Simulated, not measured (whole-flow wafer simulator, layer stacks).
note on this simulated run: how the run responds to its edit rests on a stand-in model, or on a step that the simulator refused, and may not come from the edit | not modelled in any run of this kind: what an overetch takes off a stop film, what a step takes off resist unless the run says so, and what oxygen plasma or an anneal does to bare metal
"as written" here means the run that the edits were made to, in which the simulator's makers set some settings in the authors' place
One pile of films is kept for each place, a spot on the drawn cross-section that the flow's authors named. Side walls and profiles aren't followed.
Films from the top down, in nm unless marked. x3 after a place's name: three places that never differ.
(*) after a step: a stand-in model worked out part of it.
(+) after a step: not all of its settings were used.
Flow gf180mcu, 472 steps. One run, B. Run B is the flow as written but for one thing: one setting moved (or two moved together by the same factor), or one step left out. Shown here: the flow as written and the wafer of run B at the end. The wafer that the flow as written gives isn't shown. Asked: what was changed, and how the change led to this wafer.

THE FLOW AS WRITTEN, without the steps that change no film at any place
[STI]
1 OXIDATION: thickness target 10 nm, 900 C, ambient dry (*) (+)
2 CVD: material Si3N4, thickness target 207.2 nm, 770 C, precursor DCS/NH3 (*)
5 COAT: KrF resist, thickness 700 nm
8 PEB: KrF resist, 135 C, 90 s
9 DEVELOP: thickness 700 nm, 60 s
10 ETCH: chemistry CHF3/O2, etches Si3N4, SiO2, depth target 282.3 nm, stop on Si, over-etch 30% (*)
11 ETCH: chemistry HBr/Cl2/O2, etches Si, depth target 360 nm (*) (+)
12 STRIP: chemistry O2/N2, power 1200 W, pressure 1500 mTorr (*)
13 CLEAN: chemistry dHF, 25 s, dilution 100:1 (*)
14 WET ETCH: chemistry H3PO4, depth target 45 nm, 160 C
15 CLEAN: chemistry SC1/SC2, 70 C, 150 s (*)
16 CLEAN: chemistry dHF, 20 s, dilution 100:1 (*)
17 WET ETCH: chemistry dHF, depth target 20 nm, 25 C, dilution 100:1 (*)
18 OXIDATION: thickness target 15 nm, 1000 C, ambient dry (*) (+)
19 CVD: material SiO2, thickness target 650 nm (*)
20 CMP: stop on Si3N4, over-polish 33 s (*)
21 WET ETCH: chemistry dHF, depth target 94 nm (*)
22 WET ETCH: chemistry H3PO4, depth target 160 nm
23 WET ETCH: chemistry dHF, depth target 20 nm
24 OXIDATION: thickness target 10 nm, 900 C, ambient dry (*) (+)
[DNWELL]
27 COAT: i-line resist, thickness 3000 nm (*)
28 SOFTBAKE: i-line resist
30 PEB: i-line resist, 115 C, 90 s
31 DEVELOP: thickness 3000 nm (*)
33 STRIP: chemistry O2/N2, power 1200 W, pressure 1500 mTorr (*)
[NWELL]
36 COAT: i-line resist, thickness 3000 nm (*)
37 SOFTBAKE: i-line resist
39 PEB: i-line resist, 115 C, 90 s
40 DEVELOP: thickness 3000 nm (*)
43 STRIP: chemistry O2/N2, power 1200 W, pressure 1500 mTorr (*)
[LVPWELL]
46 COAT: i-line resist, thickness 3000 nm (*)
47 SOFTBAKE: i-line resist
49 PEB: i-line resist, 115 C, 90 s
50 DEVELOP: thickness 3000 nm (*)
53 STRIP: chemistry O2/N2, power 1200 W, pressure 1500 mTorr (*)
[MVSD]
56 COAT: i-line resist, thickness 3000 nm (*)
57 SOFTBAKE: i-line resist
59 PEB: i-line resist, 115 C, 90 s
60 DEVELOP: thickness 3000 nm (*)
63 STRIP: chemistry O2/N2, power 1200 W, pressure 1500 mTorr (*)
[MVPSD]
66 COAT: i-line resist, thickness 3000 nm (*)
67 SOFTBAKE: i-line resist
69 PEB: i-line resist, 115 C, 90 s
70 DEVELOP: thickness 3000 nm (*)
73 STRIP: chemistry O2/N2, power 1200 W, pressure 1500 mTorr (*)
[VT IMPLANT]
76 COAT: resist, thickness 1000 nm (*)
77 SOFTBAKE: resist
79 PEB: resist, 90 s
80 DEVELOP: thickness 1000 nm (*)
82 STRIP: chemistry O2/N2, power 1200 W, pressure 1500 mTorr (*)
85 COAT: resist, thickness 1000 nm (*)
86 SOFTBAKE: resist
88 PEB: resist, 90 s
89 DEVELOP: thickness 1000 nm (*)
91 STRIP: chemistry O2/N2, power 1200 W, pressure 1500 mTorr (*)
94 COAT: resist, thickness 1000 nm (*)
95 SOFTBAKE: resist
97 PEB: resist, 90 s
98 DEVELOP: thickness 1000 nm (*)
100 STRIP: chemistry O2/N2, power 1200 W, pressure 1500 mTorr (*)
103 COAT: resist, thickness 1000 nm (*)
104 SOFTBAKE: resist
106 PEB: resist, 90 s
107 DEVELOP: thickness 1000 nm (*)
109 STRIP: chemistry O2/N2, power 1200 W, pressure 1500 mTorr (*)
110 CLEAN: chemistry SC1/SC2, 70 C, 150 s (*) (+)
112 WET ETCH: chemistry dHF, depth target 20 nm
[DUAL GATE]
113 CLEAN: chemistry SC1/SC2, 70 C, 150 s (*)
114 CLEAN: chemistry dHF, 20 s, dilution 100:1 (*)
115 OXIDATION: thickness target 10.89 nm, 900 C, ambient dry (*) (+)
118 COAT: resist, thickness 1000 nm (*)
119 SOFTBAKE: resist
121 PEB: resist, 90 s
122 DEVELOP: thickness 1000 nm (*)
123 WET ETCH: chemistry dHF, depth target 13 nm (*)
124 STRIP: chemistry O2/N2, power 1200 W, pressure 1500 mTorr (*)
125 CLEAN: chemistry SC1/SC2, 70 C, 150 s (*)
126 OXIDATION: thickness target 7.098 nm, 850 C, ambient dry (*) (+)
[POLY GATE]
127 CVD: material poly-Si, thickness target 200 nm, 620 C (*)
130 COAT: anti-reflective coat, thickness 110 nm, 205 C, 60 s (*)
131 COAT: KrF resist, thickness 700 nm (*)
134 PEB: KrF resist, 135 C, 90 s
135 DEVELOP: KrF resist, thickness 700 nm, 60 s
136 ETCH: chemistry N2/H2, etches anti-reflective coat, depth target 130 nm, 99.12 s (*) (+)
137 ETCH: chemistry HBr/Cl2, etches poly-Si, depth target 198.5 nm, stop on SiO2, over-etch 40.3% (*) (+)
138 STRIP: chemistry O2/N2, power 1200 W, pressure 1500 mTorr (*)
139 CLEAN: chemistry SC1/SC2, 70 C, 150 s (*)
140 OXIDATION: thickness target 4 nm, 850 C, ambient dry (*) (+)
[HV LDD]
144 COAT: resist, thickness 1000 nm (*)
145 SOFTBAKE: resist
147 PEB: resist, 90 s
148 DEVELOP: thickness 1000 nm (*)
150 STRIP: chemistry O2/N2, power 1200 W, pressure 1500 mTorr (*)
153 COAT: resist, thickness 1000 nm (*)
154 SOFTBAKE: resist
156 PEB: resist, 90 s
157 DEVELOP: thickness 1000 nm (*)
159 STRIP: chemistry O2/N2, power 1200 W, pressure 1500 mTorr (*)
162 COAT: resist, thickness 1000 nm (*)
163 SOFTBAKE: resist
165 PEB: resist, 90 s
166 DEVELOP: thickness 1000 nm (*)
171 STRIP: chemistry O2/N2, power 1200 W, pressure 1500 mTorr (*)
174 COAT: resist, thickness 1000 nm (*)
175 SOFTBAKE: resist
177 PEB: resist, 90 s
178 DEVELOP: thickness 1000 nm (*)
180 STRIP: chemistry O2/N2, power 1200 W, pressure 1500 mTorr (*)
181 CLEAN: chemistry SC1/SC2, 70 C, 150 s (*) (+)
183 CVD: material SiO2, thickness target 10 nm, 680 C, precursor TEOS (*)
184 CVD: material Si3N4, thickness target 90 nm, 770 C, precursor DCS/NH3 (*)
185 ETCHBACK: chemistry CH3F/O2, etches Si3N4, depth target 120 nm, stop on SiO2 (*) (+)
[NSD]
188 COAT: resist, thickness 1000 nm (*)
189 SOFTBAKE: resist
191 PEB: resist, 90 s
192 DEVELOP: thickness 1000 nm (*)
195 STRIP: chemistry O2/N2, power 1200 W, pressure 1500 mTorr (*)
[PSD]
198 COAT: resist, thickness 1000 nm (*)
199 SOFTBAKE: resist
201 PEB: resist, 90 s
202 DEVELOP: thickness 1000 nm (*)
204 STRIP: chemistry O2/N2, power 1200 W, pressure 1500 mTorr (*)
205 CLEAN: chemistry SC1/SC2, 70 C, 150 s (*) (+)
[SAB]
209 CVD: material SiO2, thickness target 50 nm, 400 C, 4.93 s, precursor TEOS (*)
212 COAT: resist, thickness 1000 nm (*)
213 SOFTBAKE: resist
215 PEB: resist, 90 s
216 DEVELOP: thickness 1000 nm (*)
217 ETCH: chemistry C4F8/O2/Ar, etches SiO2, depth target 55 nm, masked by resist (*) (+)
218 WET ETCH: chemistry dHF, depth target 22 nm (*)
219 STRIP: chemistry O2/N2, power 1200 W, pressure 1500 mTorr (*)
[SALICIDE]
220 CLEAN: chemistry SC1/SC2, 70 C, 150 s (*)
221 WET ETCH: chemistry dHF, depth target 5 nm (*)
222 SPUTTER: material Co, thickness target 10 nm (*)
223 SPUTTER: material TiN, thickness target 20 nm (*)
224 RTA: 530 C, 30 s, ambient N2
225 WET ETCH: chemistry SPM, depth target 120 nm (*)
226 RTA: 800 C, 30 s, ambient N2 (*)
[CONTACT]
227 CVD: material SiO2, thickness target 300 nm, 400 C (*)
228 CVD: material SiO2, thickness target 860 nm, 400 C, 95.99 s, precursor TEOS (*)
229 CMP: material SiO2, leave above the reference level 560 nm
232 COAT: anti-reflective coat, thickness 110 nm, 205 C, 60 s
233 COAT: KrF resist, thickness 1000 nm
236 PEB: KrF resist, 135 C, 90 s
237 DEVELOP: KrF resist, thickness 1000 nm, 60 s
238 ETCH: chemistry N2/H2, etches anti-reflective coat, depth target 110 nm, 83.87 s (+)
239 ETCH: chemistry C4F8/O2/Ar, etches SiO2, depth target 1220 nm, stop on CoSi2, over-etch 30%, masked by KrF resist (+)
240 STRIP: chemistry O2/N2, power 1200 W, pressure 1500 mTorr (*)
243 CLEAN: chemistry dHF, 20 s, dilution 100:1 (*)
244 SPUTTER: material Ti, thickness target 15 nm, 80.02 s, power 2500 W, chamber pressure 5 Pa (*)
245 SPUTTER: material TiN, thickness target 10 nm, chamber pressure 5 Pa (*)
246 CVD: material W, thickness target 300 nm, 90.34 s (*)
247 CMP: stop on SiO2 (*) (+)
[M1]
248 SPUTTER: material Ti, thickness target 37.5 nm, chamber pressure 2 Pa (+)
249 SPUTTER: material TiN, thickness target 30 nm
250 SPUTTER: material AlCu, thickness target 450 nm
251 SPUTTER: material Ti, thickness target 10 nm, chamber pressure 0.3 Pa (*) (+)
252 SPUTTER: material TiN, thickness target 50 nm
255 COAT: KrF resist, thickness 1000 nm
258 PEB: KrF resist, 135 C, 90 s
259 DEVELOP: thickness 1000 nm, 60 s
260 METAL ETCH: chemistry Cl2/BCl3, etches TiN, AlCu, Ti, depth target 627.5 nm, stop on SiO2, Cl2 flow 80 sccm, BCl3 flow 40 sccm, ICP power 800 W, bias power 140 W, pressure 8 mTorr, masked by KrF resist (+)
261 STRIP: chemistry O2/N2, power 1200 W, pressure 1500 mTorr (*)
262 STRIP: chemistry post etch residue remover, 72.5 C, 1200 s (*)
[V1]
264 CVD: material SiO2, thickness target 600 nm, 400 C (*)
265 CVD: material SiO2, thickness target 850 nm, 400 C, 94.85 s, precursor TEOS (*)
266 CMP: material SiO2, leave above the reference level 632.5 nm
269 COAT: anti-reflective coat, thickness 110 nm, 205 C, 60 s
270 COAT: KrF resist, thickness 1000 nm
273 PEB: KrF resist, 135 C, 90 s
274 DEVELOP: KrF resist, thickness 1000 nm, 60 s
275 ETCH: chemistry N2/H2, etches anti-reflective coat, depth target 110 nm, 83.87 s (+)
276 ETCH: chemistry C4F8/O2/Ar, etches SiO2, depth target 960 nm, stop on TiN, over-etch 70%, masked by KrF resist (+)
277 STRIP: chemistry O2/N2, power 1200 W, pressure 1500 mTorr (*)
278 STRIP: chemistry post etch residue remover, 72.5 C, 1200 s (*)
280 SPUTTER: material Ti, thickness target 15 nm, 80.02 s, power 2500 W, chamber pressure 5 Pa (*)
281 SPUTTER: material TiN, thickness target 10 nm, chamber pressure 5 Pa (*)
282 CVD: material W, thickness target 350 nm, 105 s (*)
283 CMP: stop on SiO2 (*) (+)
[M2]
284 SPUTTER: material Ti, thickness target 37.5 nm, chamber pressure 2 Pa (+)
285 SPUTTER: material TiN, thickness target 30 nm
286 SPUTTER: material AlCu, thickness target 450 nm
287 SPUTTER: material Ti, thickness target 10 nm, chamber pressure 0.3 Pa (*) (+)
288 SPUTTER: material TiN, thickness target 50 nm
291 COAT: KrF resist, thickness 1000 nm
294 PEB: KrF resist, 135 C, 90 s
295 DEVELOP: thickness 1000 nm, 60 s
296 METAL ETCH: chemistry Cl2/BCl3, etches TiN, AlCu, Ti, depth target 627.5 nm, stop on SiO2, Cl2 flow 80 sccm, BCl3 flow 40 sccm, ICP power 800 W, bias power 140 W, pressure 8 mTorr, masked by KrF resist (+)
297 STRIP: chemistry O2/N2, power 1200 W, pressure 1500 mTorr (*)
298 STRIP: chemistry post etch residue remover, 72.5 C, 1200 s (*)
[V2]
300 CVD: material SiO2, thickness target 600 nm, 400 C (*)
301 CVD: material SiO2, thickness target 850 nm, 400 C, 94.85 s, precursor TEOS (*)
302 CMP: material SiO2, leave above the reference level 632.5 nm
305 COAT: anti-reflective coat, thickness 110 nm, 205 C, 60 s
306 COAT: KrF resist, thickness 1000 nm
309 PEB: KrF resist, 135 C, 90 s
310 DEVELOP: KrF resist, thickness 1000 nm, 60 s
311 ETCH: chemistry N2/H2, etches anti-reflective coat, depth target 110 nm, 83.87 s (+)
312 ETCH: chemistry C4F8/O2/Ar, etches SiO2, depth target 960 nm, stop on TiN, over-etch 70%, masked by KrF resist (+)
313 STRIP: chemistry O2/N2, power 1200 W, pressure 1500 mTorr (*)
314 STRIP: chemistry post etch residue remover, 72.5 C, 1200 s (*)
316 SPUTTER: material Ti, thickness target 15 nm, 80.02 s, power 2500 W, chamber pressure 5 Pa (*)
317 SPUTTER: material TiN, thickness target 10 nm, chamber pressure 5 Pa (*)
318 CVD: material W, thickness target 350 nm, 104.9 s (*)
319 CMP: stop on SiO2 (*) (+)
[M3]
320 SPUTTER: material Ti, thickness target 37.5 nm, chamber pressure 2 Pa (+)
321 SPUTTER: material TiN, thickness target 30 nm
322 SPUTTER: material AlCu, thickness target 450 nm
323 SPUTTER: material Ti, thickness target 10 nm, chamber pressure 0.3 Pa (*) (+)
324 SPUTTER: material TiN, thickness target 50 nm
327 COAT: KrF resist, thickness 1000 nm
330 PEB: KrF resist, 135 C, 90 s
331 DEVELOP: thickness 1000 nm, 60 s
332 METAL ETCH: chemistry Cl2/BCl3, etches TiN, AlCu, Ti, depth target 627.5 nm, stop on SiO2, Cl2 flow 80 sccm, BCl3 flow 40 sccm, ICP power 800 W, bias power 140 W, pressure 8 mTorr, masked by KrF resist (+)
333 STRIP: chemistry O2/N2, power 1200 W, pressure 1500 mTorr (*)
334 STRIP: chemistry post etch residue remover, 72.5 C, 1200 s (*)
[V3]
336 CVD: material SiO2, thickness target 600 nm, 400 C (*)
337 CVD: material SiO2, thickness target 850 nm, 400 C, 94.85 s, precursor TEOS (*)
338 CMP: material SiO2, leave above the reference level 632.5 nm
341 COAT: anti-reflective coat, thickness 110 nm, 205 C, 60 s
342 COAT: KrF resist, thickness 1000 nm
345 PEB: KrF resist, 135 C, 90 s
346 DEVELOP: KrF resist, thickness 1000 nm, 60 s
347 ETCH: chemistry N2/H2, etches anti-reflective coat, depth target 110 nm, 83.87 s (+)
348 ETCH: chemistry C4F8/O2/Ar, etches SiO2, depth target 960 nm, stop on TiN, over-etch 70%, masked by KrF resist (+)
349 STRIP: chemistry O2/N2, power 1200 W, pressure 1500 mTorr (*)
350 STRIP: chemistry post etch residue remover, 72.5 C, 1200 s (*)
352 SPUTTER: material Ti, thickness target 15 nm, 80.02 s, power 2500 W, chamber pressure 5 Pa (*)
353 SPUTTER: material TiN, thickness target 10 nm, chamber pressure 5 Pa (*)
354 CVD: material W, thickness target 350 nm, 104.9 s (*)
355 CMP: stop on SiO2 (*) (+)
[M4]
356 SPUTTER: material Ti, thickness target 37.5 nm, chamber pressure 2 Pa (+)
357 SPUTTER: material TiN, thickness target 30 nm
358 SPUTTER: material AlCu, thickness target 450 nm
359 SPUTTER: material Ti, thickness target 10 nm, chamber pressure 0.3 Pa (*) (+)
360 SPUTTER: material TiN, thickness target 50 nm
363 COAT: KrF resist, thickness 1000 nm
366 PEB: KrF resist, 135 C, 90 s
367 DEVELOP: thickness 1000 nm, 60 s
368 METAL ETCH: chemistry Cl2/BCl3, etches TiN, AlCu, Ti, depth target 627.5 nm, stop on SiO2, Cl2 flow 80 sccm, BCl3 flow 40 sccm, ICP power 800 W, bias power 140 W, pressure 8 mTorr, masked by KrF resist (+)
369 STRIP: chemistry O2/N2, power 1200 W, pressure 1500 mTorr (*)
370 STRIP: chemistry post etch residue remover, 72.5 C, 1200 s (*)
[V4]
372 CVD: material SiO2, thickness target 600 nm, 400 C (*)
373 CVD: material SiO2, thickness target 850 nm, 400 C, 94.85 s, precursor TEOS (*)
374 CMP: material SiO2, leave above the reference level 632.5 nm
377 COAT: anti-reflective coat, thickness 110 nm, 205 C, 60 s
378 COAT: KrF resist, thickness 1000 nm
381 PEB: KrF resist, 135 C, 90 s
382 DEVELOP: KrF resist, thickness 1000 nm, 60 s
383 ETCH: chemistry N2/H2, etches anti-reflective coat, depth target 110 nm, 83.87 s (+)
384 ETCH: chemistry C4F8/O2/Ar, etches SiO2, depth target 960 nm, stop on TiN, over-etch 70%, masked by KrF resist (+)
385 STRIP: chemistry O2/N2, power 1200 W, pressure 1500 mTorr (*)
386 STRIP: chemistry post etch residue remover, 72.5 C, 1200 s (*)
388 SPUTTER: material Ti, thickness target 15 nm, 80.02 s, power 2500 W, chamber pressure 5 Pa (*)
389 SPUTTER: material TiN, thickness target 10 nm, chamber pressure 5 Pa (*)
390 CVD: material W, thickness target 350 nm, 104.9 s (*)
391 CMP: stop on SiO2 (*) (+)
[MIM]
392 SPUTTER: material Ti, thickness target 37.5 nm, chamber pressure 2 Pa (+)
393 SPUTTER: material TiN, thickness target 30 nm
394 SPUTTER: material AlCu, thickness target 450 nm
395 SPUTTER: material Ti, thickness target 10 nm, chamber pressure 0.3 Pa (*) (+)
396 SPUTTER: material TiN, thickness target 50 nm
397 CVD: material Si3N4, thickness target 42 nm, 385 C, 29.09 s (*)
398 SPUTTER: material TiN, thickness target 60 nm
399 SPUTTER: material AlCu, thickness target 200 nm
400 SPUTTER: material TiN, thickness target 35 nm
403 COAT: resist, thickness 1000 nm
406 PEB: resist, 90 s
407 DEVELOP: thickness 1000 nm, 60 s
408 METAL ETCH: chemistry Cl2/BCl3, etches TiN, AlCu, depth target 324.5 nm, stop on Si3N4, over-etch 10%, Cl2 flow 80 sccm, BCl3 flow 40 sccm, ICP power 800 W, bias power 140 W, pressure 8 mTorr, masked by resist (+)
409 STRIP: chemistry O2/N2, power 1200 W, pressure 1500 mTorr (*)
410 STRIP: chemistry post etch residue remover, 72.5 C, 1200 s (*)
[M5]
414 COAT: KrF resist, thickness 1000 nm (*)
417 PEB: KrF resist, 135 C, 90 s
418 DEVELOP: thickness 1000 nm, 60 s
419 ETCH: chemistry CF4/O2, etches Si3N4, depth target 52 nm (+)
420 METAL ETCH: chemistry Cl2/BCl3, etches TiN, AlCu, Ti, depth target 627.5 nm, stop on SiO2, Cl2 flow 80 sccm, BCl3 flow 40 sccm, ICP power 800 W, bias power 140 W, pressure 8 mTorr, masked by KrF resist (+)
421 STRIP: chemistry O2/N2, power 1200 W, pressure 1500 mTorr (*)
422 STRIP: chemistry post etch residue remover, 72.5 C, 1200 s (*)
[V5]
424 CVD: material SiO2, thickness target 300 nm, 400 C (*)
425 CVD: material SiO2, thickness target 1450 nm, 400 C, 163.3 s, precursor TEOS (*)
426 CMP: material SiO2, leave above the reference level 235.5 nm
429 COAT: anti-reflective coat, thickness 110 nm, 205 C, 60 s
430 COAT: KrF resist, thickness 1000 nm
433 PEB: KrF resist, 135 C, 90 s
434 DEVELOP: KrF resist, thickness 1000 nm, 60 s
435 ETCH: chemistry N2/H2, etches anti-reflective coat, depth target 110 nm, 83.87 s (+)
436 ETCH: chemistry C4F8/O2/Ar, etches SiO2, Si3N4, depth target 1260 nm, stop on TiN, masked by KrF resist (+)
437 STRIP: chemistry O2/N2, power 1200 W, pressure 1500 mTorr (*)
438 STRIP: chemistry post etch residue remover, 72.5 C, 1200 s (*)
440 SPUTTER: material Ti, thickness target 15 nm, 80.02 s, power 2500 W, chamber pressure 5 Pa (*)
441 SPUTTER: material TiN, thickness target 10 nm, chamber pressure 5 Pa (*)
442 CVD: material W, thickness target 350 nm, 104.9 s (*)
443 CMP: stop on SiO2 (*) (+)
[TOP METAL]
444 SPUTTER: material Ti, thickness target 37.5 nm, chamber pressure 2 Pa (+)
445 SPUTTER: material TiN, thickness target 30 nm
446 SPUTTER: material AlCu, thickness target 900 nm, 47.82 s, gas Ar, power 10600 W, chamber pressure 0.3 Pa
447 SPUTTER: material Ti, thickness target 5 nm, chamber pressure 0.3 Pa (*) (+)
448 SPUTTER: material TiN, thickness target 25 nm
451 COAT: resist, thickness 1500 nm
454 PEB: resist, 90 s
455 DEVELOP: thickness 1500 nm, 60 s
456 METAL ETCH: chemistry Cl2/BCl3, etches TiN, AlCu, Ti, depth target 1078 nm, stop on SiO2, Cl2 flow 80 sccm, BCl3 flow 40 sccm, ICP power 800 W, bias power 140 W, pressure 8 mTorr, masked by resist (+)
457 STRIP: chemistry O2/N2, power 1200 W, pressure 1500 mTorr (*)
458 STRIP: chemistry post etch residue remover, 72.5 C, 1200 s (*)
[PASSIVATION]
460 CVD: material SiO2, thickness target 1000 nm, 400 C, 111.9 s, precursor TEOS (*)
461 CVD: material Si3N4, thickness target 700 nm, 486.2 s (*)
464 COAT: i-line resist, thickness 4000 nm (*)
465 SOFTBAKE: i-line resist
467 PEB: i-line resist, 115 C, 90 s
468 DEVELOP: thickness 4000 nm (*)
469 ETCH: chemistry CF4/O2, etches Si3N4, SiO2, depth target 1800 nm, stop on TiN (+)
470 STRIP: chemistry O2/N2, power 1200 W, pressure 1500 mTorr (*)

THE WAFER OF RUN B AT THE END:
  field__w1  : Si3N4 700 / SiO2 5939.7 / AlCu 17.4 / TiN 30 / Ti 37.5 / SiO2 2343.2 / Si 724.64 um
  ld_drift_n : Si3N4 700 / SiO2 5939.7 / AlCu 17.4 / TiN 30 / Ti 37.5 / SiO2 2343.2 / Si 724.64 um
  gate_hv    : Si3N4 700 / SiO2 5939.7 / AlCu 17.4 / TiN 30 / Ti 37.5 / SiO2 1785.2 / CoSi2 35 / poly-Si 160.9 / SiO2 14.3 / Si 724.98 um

The cause: step 286, SPUTTER: thickness target 590.6 nm was run, where the flow has thickness target 450 nm.

How the change led to this, step by step:
  286 SPUTTER: material AlCu, thickness target 450 nm
      field, field__w1, field__w2 and 108 more: AlCu +590.6 (new film) (as written it would be: AlCu +450 (new film))
  296 METAL ETCH: chemistry Cl2/BCl3, etches TiN, AlCu, Ti, depth target 627.5 nm, stop on SiO2, Cl2 flow 80 sccm, BCl3 flow 40 sccm, ICP power 800 W, bias power 140 W, pressure 8 mTorr, masked by KrF resist (+)
      field, field__w1, field__w2 and 103 more: TiN -50 (all of it), Ti -10 (all of it), AlCu -567.5 (as written it would be: TiN -50 (all of it), Ti -10 (all of it), AlCu -450 (all of it), TiN -30 (all of it), Ti -37.5 (all of it))
  298 STRIP: chemistry post etch residue remover, 72.5 C, 1200 s (*)
      field, field__w1, field__w2 and 103 more: AlCu -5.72 (as written it would be: nothing)
  300 CVD: material SiO2, thickness target 600 nm, 400 C (*)
      field, field__w1, field__w2 and 103 more: SiO2 +600 (new film) (as written it would be: SiO2 +600)
  302 CMP: material SiO2, leave above the reference level 632.5 nm
      field, field__w1, field__w2 and 103 more: SiO2 -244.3 (as written it would be: SiO2 -300)
Counting metal films that touch as one body, field__w1 has 1 body; the flow as written gives 0 bodies.
Counting metal films that touch as one body, ld_drift_n has 1 body; the flow as written gives 0 bodies.
Counting metal films that touch as one body, gate_hv has 2 bodies (between them, from the top down: SiO2 1785.2); the flow as written gives 1 body.
